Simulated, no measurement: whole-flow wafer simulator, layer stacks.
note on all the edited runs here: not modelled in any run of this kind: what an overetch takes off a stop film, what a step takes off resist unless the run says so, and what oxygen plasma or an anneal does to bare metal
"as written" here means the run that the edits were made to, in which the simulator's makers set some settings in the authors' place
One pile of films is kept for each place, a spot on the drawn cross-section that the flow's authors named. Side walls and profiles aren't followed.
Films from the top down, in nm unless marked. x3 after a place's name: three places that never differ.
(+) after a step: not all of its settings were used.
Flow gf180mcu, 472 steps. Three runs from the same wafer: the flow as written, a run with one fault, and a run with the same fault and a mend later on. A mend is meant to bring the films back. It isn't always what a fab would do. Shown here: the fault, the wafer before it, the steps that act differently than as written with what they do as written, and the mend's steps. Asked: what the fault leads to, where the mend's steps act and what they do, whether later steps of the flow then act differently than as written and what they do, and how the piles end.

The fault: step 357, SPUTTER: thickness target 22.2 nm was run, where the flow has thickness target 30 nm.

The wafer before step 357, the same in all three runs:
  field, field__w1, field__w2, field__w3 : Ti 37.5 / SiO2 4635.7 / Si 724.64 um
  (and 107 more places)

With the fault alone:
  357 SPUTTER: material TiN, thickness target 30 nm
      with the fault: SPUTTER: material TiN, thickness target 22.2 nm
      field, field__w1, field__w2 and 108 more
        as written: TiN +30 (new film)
        with the fault: TiN +22.2 (new film)
  Later steps of the flow that act differently than as written:
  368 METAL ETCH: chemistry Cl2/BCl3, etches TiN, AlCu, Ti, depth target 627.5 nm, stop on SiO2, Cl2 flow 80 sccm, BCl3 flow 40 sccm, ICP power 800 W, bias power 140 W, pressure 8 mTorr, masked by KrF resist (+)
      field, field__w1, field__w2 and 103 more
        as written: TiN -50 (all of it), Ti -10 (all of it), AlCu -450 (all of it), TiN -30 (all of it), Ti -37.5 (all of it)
        with the fault: TiN -50 (all of it), Ti -10 (all of it), AlCu -450 (all of it), TiN -22.2 (all of it), Ti -37.5 (all of it)
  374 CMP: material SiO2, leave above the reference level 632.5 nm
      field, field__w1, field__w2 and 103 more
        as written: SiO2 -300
        with the fault: SiO2 -307.8
  At the end the piles differ from the flow's by more than 2% or 0.5 nm, whichever is larger, at field__w8, contact, m1, m1__w1, m1_nw.
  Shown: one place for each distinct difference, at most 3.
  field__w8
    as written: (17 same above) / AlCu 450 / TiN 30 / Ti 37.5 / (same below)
    with the fault: (17 same above) / AlCu 450 / TiN 22.2 / Ti 37.5 / (same below)
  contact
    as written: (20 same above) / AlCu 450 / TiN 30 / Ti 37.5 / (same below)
    with the fault: (20 same above) / AlCu 450 / TiN 22.2 / Ti 37.5 / (same below)

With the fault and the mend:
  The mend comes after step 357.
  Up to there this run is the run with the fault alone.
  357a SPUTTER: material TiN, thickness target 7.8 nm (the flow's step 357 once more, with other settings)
      field, field__w1, field__w2 and 108 more
        TiN +7.8
  No later step of the flow acts differently than as written at any place that is followed.
  At the end the piles are the same as the flow's at every place that both follow.
